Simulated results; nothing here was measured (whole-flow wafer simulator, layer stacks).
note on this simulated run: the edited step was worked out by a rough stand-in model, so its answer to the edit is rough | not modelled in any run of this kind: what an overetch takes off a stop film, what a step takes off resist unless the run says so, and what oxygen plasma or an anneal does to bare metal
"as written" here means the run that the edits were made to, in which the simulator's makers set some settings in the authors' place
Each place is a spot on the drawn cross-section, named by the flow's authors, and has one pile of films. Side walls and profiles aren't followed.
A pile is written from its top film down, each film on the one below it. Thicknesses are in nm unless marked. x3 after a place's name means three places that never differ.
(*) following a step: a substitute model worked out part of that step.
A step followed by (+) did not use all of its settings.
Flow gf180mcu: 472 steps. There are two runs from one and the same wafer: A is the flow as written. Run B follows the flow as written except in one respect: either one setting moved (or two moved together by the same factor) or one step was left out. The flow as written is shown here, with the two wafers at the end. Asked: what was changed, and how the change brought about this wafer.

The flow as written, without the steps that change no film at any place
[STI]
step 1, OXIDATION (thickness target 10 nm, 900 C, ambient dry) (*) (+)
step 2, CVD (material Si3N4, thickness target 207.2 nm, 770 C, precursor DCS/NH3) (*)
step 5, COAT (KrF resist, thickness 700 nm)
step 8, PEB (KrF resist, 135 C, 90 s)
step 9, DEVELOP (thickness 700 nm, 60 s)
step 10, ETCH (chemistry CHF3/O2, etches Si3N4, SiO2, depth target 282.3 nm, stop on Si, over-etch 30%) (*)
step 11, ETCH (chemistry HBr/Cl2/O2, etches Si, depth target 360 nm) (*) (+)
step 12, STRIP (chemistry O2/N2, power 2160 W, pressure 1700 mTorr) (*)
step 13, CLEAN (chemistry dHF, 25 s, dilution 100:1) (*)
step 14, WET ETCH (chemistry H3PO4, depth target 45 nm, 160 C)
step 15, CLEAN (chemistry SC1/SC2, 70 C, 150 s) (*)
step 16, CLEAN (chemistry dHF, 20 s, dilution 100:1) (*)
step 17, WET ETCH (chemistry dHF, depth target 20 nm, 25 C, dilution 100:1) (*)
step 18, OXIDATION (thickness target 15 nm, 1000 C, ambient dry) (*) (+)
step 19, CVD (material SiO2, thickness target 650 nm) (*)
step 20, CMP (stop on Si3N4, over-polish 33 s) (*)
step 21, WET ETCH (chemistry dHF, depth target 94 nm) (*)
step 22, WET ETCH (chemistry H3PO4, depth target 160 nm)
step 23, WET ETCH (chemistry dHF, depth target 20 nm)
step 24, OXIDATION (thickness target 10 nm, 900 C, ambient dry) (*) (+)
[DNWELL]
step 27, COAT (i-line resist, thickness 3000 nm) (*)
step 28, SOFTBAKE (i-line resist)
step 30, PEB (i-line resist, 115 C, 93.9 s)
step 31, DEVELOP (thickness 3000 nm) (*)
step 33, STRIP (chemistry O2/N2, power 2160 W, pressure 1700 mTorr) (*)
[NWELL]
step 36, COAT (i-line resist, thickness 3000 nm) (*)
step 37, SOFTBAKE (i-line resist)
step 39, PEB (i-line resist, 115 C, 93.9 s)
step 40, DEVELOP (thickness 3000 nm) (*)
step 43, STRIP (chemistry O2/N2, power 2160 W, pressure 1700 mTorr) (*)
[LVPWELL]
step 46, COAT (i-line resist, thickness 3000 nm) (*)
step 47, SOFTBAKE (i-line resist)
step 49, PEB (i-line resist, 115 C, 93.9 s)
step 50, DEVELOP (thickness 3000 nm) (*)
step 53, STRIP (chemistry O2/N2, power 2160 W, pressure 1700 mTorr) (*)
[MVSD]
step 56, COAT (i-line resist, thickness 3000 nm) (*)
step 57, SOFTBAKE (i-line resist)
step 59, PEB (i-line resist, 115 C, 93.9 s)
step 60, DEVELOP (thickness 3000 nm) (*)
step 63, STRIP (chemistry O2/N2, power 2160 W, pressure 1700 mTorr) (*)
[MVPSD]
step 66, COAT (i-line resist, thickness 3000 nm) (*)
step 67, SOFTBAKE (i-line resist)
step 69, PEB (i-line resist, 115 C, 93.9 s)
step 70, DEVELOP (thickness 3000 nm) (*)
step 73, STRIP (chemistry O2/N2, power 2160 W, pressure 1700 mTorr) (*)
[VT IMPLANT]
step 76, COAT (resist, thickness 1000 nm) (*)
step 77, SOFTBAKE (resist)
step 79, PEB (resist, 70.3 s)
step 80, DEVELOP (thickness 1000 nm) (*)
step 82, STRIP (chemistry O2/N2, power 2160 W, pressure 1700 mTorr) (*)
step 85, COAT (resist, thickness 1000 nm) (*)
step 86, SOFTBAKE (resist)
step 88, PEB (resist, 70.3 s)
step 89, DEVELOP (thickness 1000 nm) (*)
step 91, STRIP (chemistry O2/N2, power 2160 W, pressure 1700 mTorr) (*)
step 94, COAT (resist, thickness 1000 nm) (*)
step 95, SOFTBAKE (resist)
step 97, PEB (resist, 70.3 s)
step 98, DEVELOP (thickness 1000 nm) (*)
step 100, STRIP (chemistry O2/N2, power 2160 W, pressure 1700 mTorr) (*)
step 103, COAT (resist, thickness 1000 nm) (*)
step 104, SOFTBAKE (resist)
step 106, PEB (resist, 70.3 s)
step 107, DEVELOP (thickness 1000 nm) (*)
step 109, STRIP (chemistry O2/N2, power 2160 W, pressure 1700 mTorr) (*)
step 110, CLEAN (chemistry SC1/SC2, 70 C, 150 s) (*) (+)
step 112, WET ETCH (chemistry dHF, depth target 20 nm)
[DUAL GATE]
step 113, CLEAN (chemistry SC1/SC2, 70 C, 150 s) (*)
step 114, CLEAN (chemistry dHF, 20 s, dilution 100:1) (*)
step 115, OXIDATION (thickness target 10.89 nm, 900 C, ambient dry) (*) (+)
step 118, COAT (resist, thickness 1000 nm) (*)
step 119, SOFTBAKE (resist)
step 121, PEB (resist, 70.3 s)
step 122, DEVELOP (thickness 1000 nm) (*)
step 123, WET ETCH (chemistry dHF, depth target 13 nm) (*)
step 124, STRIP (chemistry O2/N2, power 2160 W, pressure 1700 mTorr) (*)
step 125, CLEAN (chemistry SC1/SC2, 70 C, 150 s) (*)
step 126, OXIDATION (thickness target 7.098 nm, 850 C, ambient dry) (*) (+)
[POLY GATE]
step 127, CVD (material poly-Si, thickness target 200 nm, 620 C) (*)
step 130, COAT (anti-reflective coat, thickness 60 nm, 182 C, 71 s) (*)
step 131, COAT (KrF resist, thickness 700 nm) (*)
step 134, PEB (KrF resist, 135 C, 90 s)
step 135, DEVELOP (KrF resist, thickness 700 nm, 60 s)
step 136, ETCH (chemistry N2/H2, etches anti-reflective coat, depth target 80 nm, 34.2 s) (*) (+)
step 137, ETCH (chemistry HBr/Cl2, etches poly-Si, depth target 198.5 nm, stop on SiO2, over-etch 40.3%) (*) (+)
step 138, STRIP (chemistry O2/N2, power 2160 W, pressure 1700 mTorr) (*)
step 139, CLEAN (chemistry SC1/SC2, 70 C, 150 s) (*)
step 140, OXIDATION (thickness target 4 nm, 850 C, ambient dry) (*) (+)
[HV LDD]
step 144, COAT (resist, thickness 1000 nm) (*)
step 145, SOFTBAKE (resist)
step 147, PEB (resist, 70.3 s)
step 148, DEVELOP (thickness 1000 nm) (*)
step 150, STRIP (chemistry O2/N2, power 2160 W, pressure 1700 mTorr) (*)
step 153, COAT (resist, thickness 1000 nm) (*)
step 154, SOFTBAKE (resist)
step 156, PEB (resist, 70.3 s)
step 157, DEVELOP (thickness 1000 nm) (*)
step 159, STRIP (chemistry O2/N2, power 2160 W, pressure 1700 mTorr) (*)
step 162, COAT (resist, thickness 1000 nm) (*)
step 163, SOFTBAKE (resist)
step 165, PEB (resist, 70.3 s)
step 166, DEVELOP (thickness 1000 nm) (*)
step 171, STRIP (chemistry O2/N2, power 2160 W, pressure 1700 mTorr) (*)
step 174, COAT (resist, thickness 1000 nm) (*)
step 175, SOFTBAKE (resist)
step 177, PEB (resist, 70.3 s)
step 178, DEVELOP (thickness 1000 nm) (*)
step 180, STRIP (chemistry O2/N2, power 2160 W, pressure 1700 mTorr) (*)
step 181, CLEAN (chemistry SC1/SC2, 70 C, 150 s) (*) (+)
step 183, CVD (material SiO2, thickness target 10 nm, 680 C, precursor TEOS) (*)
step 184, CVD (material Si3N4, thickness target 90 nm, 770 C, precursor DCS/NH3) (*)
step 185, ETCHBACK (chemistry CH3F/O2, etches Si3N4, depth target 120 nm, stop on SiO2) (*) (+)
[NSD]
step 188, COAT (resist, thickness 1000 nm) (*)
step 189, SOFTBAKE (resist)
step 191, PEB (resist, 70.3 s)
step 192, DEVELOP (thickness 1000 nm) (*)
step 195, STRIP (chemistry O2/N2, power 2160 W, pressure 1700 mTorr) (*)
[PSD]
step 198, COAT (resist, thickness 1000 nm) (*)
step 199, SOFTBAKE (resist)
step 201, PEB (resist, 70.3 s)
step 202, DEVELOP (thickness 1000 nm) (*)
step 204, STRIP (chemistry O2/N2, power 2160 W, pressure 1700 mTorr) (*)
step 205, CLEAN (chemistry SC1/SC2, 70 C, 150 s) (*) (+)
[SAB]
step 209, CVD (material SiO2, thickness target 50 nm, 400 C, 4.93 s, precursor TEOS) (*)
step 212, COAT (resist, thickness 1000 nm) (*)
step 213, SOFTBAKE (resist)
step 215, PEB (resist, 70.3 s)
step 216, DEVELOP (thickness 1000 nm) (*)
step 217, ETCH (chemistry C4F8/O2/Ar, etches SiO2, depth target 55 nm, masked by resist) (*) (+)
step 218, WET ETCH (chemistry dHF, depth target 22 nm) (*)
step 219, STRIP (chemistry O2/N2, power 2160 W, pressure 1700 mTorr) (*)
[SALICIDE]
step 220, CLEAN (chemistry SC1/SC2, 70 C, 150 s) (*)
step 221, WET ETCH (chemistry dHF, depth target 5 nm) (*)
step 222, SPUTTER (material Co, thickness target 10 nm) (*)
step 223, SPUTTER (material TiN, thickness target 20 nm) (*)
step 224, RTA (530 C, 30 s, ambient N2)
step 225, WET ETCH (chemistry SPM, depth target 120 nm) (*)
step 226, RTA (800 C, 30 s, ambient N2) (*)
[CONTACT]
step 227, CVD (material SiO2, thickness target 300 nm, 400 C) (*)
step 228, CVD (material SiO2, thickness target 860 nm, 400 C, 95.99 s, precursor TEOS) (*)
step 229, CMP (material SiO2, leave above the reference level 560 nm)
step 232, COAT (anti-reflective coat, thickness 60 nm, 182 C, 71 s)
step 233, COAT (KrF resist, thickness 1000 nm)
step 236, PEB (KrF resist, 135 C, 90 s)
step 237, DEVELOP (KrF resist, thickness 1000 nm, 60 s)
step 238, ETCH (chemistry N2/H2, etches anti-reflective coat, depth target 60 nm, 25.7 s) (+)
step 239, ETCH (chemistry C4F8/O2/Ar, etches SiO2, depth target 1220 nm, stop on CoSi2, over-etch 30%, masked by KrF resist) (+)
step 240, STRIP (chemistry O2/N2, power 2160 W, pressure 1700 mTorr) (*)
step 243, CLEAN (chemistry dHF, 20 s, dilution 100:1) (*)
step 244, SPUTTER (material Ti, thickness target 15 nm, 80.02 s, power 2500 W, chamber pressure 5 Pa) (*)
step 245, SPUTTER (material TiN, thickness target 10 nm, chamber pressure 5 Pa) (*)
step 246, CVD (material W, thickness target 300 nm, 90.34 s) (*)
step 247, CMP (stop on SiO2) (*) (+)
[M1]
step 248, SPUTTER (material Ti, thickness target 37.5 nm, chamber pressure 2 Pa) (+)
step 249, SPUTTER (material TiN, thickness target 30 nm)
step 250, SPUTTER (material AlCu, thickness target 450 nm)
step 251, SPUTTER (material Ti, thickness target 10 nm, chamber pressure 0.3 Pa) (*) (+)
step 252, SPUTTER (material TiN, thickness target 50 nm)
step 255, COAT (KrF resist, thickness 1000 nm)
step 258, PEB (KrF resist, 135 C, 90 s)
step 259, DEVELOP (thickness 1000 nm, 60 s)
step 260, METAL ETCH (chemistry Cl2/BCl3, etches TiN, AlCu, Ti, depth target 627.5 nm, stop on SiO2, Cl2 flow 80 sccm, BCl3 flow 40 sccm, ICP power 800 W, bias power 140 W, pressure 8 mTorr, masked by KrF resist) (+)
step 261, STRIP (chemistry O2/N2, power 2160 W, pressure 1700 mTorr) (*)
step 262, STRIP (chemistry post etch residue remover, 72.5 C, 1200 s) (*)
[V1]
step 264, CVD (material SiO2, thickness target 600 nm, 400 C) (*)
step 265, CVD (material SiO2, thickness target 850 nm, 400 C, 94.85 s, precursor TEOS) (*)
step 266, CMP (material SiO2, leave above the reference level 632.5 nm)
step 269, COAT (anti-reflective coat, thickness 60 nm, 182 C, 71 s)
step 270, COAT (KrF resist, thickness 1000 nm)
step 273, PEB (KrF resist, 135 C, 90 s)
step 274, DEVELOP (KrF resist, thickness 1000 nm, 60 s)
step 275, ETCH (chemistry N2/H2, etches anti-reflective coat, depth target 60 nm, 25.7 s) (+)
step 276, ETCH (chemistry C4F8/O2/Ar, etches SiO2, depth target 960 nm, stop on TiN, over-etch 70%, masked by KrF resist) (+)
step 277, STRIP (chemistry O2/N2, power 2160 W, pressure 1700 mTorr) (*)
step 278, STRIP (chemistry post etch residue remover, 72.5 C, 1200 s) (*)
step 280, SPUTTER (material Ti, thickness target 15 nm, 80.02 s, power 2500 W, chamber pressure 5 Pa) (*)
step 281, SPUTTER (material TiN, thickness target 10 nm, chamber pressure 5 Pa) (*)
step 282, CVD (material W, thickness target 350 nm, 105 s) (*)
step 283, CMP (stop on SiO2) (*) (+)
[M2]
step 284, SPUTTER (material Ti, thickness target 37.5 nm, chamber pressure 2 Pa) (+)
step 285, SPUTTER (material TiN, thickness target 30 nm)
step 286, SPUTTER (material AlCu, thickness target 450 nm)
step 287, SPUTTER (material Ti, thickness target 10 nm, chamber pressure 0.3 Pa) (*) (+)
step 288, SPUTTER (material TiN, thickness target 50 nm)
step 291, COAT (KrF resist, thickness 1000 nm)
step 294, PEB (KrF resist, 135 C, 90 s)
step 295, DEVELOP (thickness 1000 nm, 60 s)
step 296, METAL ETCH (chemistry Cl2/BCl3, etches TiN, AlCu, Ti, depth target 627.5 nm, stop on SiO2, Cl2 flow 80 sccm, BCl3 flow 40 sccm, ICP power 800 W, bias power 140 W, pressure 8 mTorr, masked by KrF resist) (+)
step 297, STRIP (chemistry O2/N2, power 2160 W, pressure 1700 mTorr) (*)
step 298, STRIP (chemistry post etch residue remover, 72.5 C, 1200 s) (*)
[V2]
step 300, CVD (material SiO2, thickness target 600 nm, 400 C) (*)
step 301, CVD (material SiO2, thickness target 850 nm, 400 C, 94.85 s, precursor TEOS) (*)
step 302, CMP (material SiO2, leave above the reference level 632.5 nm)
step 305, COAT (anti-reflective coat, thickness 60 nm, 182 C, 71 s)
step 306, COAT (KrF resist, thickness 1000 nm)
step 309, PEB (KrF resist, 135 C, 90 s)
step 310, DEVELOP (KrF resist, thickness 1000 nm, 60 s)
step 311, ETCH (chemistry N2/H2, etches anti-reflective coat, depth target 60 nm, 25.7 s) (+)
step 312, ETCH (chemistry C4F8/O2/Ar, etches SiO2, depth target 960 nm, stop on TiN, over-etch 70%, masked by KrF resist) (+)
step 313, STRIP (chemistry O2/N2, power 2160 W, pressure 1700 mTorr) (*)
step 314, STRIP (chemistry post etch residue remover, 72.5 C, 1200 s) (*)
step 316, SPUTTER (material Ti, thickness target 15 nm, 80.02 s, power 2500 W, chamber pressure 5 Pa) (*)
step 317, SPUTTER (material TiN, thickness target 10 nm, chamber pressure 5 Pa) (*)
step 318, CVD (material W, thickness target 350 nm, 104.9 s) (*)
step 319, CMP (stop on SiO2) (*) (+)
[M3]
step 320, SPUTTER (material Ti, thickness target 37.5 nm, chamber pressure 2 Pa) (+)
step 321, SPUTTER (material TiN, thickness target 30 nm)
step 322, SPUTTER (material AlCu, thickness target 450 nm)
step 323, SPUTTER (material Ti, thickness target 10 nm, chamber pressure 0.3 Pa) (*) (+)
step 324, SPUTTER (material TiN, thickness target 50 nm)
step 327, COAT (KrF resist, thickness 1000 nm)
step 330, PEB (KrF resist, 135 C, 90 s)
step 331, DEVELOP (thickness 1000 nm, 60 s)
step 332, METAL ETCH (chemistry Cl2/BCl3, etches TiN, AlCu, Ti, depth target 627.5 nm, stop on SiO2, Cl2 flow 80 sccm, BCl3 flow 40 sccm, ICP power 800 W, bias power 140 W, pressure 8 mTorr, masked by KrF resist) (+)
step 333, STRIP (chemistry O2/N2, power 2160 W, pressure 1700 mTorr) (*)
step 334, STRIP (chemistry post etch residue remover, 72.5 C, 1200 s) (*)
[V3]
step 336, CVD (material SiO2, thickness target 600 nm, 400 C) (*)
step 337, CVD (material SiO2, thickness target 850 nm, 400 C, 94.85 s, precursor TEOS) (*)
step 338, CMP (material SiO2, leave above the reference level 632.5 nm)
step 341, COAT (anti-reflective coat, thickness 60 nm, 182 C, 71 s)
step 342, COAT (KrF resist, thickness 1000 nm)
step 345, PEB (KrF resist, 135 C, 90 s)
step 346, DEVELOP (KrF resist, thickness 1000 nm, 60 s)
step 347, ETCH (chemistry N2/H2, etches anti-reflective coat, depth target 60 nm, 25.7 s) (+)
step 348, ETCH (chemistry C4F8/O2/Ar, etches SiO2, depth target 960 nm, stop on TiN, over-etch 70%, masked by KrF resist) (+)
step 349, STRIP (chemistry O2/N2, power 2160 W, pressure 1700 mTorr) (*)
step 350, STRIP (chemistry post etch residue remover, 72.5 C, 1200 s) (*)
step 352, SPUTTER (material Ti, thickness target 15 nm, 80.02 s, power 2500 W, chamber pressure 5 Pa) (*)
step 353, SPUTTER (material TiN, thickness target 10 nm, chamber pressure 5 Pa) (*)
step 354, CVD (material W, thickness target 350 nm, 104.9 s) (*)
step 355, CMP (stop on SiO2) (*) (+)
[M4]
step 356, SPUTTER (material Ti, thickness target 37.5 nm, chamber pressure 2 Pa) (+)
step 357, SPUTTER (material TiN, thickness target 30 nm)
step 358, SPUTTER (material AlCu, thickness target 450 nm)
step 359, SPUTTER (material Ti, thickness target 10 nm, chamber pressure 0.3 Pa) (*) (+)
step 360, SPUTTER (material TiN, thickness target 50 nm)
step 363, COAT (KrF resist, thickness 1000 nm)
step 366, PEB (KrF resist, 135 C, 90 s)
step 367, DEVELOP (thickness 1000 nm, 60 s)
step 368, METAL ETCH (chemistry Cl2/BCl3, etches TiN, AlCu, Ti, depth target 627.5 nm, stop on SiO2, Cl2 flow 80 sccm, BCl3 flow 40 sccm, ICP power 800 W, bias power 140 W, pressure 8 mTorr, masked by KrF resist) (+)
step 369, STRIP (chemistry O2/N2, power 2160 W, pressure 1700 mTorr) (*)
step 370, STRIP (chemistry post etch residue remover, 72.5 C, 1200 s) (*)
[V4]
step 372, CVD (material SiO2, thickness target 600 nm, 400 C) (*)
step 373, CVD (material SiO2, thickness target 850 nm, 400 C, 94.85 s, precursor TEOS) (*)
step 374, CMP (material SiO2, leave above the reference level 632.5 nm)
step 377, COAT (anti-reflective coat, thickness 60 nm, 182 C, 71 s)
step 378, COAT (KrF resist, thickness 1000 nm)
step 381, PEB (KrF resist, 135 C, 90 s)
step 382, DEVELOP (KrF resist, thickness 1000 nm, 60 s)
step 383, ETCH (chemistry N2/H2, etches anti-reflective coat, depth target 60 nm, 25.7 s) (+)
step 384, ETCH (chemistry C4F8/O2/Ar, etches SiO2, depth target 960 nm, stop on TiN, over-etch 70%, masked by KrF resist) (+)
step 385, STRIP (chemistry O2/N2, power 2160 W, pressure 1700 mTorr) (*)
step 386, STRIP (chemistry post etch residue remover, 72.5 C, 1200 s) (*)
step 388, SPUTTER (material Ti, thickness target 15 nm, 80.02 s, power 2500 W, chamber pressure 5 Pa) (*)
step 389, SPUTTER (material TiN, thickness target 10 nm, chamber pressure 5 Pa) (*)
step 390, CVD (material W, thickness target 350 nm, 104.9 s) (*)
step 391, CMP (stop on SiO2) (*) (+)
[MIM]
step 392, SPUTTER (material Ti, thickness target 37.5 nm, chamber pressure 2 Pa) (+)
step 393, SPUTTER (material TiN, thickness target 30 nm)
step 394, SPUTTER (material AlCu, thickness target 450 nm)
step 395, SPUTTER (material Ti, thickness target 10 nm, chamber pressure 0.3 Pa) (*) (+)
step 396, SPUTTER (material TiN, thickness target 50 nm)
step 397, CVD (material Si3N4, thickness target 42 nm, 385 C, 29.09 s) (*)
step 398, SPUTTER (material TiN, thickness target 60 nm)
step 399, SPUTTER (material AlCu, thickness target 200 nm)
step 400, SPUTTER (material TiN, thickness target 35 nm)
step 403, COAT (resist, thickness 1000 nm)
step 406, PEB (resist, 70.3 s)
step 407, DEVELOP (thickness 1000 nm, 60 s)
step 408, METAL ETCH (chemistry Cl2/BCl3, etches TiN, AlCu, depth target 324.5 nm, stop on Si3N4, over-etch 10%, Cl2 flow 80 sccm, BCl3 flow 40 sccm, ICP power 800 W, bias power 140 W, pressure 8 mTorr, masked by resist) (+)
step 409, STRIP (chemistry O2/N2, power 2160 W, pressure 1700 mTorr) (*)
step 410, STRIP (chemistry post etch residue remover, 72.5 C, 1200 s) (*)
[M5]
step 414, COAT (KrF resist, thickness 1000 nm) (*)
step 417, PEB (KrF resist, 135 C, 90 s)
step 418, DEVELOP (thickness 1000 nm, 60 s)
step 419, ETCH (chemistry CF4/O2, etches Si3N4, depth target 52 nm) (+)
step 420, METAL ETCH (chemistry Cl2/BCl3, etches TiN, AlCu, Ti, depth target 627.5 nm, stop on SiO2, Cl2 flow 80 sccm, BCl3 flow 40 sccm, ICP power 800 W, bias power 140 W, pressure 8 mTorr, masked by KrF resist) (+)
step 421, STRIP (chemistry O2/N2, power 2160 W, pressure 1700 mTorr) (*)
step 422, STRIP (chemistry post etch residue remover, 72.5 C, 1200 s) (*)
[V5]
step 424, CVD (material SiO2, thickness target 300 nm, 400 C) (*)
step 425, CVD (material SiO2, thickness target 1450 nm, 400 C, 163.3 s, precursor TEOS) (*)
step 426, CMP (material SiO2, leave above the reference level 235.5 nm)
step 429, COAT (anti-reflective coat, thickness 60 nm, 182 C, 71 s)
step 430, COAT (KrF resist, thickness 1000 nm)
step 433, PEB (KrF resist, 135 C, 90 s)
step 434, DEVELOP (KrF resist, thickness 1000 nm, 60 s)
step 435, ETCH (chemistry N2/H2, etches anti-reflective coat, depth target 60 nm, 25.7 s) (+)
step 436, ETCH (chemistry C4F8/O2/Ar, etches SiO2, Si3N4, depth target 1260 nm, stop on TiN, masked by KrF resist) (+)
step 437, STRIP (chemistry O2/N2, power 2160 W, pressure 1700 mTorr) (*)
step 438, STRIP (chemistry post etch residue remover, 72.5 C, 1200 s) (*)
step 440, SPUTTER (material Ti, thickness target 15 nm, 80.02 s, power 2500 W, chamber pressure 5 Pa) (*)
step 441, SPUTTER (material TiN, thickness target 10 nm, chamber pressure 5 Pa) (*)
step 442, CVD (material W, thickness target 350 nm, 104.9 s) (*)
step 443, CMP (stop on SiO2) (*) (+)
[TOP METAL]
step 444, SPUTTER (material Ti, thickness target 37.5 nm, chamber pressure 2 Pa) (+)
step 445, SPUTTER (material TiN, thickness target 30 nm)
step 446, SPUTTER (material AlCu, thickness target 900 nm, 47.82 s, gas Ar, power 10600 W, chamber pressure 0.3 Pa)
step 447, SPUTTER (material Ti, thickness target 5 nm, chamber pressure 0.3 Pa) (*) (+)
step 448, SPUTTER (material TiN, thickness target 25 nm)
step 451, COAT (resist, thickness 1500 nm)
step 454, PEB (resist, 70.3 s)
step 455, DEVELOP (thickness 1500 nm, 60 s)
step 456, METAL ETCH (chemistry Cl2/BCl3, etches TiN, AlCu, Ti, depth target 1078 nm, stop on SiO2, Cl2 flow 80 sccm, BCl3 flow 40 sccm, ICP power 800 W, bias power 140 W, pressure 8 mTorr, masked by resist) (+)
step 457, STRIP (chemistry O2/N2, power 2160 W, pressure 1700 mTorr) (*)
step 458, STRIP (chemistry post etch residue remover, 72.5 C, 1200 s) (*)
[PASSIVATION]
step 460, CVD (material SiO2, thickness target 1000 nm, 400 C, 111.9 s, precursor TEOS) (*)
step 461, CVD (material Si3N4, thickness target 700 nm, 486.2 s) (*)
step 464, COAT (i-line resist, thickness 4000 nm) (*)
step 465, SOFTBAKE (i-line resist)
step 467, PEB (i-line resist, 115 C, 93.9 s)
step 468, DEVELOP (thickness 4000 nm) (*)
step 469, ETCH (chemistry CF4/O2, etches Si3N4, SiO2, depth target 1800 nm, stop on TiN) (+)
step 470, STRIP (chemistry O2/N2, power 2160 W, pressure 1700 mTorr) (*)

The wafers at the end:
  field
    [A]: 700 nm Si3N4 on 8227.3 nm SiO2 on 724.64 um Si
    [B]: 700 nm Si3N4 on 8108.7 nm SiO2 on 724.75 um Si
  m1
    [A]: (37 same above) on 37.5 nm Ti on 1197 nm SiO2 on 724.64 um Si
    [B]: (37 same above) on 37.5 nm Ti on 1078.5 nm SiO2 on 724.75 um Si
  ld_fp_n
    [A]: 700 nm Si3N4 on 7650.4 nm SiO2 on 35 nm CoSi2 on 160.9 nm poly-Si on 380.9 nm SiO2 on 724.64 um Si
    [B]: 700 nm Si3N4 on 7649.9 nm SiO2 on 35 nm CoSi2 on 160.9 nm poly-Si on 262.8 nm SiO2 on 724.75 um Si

What caused this: step 11, ETCH: depth target 241 nm was run, whereas the flow has depth target 360 nm.

The path from the change to this, step by step:
  step 11, ETCH (chemistry HBr/Cl2/O2, etches Si, depth target 360 nm) (*) (+)
      active, n_well, p_well and 40 more: A KrF resist loses 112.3 | B KrF resist loses 72.7
      field, field_sub, sti and 34 more: A Si loses 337 | B Si loses 218
  step 12, STRIP (chemistry O2/N2, power 2160 W, pressure 1700 mTorr) (*)
      active, n_well, p_well and 40 more: A KrF resist loses 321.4 (all of it) | B KrF resist loses 361.1 (all of it)
  step 19, CVD (material SiO2, thickness target 650 nm) (*)
      m1, ld_fp_n, ld_drift_n and 8 more: A SiO2 gains 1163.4 | B SiO2 gains 1044.4
  step 20, CMP (stop on Si3N4, over-polish 33 s) (*)
      sti, mim_1p0, pad and 11 more: A SiO2 loses 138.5 | B SiO2 loses 257.5
      nw_enc_fld, nw_enc_fld_lv: A SiO2 loses 142.5 | B SiO2 loses 261.5
      (also at 10 further places)
  step 189, SOFTBAKE (resist)
      field__w9: A resist gains 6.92 | B resist loses 3.05
  step 199, SOFTBAKE (resist)
      field__w9: A resist gains 6.92 | B resist loses 3.05
